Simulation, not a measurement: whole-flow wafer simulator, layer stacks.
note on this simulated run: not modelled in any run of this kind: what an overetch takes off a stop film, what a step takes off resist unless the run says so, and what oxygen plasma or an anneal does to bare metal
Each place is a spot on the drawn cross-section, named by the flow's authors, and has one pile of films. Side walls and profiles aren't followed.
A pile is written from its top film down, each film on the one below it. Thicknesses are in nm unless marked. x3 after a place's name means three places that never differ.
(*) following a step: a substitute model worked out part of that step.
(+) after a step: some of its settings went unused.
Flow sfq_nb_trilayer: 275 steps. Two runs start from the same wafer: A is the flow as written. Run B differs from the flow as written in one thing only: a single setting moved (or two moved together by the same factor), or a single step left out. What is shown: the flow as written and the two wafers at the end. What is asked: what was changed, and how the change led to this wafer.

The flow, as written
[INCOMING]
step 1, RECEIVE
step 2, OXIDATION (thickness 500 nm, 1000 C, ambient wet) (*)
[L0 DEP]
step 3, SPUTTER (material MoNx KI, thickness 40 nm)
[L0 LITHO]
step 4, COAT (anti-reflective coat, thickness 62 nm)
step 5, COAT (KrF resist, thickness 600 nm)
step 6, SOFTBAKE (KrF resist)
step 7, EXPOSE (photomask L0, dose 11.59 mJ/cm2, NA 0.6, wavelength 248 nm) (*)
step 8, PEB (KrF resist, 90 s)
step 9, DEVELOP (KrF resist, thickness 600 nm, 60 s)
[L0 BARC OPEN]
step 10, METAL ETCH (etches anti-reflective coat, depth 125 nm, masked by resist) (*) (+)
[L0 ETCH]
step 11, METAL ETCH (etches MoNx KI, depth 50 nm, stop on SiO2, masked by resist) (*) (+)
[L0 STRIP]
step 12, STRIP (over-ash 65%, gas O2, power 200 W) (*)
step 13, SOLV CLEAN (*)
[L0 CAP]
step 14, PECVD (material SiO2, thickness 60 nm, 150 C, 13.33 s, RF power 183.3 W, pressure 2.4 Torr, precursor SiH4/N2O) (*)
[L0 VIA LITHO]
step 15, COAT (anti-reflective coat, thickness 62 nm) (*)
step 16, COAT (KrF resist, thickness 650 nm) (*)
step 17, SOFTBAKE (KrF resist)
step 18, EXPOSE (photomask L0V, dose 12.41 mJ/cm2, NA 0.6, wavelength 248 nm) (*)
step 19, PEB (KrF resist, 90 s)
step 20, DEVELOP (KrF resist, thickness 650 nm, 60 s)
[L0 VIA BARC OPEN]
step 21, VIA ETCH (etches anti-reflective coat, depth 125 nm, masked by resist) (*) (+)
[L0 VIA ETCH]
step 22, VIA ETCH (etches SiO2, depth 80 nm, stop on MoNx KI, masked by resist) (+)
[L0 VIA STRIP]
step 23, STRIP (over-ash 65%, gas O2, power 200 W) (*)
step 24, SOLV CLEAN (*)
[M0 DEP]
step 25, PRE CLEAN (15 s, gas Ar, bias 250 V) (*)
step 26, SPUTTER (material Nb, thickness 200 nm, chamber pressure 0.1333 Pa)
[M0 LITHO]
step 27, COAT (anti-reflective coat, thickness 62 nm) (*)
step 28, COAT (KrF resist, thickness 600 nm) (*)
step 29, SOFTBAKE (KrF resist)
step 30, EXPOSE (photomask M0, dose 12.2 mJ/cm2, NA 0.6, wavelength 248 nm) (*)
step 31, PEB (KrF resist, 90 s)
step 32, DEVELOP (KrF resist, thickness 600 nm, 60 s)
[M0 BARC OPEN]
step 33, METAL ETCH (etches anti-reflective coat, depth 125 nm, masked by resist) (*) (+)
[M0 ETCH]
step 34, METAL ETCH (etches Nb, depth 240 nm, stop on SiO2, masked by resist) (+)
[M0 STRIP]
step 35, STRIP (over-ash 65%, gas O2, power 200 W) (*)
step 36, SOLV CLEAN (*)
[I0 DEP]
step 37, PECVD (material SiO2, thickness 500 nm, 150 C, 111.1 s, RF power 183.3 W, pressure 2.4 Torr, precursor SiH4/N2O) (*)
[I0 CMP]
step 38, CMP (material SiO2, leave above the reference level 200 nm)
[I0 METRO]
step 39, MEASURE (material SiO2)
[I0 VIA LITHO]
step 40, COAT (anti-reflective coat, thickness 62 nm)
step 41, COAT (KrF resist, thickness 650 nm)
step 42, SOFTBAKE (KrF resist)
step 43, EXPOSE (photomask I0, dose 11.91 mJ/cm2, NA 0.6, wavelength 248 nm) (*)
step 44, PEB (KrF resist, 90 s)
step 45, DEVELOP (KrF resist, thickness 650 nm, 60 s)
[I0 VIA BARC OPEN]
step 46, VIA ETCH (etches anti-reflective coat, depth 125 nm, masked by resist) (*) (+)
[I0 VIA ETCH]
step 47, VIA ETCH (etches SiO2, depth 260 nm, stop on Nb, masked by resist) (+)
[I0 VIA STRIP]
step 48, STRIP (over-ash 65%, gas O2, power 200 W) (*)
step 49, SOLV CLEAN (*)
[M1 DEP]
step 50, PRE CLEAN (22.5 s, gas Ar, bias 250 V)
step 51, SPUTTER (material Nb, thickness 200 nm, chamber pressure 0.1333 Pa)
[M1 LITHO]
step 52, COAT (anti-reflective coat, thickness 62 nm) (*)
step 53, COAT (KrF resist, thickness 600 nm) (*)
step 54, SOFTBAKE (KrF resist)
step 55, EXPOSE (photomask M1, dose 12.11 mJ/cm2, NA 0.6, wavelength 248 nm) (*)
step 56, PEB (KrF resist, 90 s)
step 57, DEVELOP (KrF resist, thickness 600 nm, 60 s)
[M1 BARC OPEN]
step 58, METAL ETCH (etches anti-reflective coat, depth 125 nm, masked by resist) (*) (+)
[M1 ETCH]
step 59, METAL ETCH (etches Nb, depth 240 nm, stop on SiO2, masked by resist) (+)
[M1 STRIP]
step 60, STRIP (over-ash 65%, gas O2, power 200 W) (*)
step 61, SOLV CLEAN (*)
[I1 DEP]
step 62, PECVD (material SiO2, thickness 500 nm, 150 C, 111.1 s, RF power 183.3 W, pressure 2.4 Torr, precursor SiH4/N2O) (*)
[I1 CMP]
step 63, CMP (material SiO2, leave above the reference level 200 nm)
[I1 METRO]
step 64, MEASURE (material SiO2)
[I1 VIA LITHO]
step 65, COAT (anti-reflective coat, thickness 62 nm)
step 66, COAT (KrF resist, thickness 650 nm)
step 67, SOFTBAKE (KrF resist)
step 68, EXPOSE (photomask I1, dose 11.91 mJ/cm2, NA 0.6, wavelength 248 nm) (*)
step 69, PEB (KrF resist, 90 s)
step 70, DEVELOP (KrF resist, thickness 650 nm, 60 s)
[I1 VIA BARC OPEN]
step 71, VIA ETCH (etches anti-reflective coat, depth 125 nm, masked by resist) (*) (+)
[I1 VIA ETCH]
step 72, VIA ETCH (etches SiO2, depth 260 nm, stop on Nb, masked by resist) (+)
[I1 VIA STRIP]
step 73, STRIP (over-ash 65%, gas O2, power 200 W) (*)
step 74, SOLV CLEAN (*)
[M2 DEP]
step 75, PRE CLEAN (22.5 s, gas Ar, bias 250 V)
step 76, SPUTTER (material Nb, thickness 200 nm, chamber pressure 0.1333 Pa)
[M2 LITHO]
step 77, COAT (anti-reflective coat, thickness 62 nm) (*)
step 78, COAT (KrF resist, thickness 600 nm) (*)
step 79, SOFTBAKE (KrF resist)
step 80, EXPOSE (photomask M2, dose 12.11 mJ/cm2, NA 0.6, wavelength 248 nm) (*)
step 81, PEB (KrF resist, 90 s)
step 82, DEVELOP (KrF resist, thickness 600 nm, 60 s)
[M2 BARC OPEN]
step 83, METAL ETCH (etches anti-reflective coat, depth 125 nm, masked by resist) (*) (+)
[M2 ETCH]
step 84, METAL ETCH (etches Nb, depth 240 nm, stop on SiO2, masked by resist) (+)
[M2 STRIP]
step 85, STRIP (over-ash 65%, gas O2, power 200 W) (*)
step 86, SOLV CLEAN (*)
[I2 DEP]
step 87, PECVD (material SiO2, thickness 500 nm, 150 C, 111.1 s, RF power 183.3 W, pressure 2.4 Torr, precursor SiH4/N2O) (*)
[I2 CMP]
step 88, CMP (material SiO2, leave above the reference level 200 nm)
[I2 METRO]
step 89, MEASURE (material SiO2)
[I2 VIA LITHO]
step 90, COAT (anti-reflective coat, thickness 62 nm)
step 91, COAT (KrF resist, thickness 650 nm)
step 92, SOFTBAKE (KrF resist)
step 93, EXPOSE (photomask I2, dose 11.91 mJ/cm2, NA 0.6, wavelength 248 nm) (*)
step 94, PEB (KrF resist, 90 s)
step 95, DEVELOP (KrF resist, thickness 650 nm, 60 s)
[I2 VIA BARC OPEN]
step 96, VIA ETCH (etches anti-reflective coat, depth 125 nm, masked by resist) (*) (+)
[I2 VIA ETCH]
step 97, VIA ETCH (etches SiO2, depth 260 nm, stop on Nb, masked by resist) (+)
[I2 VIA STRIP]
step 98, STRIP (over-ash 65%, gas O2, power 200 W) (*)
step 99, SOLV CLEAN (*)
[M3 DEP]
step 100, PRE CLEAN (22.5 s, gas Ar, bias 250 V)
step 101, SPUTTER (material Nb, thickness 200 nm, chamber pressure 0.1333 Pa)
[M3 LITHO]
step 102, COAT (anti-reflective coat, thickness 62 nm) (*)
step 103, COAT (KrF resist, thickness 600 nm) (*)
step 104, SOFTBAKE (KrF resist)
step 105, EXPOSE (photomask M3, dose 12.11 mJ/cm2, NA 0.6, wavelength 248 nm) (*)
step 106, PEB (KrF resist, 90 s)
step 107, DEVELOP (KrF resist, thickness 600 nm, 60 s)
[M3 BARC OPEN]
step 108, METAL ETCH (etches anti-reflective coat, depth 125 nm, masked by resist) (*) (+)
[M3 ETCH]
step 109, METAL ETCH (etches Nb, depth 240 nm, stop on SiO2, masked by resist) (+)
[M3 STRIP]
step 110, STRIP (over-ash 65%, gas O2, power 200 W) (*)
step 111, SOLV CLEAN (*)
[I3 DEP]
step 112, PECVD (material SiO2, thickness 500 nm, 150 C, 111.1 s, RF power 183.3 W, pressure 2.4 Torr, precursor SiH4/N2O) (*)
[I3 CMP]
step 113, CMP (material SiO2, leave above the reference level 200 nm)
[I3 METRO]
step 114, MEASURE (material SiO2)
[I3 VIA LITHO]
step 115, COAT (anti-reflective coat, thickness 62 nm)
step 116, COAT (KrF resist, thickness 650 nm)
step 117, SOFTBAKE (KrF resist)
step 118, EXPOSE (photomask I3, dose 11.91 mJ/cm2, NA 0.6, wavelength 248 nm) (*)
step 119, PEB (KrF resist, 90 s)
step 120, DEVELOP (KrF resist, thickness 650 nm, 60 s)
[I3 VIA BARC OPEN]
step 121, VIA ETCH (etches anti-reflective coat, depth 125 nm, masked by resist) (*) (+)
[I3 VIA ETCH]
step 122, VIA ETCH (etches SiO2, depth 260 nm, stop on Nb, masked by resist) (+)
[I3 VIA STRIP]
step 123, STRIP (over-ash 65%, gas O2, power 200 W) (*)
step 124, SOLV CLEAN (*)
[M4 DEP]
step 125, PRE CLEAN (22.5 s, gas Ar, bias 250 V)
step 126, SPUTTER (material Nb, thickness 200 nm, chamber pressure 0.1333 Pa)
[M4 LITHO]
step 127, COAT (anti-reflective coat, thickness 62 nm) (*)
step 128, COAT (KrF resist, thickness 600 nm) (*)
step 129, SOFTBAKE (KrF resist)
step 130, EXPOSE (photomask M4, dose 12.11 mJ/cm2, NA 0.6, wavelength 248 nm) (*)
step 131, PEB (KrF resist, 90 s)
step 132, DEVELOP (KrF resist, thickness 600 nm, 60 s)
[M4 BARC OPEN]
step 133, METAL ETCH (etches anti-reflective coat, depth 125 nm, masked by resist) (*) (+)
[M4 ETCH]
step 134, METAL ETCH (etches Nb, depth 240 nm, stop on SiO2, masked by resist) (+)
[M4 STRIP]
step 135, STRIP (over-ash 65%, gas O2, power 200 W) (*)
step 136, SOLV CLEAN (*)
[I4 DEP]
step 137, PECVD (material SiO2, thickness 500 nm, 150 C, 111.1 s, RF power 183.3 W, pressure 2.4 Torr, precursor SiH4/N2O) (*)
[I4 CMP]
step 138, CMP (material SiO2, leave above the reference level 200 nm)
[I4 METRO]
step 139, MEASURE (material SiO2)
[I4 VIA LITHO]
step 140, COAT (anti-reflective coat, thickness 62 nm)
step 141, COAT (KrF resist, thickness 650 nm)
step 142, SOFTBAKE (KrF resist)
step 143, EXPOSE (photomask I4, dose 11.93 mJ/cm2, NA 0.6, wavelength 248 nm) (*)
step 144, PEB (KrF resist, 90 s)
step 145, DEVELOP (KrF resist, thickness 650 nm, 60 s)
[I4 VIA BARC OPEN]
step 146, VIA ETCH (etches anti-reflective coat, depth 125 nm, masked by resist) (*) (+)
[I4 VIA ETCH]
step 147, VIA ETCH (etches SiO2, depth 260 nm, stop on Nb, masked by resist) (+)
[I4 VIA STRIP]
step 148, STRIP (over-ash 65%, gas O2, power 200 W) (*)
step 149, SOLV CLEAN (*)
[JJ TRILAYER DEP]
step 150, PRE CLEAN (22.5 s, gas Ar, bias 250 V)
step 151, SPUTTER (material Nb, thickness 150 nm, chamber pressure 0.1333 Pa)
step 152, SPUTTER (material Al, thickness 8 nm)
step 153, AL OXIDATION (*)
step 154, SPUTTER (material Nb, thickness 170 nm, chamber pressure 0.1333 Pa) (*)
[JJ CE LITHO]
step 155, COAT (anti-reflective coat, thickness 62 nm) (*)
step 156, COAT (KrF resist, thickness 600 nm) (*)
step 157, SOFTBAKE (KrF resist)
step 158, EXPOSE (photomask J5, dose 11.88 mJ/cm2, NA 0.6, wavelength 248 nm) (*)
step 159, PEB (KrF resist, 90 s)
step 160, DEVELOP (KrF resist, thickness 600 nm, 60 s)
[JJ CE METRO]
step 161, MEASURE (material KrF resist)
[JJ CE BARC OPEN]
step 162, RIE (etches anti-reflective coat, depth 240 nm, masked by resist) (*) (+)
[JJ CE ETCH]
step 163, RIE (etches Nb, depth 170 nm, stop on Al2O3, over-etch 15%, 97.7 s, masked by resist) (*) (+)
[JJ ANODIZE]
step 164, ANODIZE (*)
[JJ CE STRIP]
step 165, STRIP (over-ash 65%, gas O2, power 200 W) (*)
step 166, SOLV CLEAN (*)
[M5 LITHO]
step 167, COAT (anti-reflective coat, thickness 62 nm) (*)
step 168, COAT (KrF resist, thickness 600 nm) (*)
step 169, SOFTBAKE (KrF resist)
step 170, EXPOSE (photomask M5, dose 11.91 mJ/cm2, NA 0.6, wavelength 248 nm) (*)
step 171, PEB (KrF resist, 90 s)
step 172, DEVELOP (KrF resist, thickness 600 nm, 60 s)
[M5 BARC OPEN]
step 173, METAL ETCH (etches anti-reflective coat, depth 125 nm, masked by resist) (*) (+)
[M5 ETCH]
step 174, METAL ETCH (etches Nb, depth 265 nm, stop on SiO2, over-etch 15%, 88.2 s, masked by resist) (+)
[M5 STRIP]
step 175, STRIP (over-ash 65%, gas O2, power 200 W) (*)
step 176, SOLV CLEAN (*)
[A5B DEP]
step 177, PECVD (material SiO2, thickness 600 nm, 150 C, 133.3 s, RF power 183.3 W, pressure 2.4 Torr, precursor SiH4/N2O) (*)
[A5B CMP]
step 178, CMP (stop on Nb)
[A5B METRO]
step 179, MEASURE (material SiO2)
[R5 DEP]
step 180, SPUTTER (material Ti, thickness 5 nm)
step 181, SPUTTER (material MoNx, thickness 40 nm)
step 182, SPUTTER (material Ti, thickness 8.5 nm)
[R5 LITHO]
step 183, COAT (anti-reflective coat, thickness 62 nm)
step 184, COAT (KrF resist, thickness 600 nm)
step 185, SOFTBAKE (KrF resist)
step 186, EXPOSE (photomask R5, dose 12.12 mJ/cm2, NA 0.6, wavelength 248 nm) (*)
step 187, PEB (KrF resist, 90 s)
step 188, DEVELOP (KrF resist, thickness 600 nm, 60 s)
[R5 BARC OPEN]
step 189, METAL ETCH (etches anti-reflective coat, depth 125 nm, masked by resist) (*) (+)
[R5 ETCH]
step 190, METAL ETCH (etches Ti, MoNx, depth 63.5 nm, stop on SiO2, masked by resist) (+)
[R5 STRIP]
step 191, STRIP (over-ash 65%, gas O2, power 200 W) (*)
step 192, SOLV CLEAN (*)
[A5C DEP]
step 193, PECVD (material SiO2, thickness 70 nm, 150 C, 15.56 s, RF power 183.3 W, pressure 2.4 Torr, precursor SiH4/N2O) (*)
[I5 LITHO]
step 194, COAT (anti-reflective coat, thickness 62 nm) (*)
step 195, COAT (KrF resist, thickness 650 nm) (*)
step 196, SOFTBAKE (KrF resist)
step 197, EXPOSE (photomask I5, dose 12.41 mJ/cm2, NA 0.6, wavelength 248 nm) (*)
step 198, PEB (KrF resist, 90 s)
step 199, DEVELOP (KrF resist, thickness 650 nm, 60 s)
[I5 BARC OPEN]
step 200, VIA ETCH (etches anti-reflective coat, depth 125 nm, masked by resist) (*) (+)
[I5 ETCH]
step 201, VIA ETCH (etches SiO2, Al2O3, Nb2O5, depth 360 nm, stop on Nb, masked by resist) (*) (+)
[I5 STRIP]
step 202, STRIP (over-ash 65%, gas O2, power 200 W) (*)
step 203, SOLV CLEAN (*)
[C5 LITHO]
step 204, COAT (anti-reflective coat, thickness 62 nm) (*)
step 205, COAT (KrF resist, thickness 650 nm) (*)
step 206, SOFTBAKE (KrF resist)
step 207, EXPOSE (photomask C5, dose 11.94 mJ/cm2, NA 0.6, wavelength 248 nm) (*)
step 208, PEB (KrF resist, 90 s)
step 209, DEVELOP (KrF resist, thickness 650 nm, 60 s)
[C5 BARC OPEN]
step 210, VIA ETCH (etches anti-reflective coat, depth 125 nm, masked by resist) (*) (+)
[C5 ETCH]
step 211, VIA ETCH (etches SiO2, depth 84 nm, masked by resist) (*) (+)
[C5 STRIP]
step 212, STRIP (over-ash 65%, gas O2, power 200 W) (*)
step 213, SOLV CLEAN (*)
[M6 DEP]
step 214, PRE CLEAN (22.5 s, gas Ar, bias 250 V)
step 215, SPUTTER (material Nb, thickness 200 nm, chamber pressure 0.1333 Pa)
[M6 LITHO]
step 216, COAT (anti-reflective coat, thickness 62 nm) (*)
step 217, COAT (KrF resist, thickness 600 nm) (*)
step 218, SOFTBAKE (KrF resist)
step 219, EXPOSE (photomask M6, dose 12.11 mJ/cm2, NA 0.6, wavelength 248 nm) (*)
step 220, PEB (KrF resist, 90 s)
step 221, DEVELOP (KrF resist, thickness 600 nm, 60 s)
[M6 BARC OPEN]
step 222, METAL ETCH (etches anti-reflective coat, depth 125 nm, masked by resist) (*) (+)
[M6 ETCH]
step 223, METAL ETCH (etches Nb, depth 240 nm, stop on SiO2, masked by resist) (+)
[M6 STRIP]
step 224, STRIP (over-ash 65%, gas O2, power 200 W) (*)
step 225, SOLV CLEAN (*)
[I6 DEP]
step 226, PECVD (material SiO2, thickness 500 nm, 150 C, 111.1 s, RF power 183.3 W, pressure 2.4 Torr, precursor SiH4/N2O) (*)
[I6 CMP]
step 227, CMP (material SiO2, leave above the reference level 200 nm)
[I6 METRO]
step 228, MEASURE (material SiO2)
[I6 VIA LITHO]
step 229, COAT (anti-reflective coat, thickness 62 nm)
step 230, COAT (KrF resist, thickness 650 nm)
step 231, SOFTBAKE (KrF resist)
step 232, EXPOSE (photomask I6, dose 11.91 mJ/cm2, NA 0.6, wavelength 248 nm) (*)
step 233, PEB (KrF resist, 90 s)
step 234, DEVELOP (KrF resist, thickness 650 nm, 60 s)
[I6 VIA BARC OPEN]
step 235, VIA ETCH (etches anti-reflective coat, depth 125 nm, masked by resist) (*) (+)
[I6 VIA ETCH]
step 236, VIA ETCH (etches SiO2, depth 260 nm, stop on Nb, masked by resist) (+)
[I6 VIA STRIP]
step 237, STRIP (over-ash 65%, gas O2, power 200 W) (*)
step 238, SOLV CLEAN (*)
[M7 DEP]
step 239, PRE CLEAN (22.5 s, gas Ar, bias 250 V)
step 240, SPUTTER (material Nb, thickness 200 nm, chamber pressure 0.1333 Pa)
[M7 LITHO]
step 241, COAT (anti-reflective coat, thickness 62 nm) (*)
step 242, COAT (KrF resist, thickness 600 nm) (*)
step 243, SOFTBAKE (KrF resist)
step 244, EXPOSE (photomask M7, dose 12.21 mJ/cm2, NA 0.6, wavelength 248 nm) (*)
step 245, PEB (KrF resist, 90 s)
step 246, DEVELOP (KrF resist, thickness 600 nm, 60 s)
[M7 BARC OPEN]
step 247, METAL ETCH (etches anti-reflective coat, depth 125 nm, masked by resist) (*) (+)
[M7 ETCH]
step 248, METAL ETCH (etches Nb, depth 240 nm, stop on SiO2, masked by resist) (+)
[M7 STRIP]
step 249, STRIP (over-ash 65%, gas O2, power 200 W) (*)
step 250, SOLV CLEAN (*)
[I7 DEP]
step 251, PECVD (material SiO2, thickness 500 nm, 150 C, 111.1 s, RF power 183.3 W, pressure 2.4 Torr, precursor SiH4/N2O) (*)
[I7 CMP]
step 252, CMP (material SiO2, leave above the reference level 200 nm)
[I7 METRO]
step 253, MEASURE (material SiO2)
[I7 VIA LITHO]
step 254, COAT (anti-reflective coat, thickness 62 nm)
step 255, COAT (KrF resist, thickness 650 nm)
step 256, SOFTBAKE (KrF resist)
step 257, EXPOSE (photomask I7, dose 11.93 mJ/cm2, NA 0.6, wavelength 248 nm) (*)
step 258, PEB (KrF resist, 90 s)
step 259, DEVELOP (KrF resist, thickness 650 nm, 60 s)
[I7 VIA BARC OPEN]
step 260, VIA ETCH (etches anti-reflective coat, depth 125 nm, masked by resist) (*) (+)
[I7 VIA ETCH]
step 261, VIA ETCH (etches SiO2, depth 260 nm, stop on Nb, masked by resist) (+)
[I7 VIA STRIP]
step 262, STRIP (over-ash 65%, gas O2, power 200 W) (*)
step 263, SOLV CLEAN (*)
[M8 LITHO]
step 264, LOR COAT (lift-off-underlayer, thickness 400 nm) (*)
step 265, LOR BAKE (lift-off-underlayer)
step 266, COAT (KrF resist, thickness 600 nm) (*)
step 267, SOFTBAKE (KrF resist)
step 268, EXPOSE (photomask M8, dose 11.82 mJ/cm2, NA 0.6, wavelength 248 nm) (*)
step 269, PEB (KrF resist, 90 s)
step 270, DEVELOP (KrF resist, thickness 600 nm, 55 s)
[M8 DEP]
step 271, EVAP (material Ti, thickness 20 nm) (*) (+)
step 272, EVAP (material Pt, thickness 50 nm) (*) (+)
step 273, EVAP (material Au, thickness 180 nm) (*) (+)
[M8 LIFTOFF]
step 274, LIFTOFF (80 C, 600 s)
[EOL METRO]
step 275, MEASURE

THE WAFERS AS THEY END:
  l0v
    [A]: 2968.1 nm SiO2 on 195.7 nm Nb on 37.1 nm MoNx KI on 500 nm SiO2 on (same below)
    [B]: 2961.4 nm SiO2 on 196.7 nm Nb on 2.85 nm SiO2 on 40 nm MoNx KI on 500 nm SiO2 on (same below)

Cause: step 22, VIA ETCH: depth 52 nm was run, whereas the flow has depth 80 nm.

The path from the change to this, step by step:
  step 22, VIA ETCH (etches SiO2, depth 80 nm, stop on MoNx KI, masked by resist) (+)
      l0v: A -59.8 SiO2 (all of it) | B -52 SiO2
      field_l, v_sur, via_wl and 102 more: A -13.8 KrF resist | B -8.97 KrF resist
  step 25, PRE CLEAN (15 s, gas Ar, bias 250 V) (*)
      l0v: A -2.91 MoNx KI | B -5 SiO2
  step 27, COAT (anti-reflective coat, thickness 62 nm) (*)
      l0v: A +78 anti-reflective coat (new film) | B +76.1 anti-reflective coat (new film)
  step 35, STRIP (over-ash 65%, gas O2, power 200 W) (*)
      l0v: A -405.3 KrF resist (all of it), -78 anti-reflective coat (all of it) | B -401.7 KrF resist (all of it), -76.1 anti-reflective coat (all of it)
  step 38, CMP (material SiO2, leave above the reference level 200 nm)
      l0v: A -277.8 SiO2 | B -284.5 SiO2
With metal films that touch counted as one body, l0v has 2 bodies (between them, from the top down: SiO2 2.85); the flow as written gives 1 body.
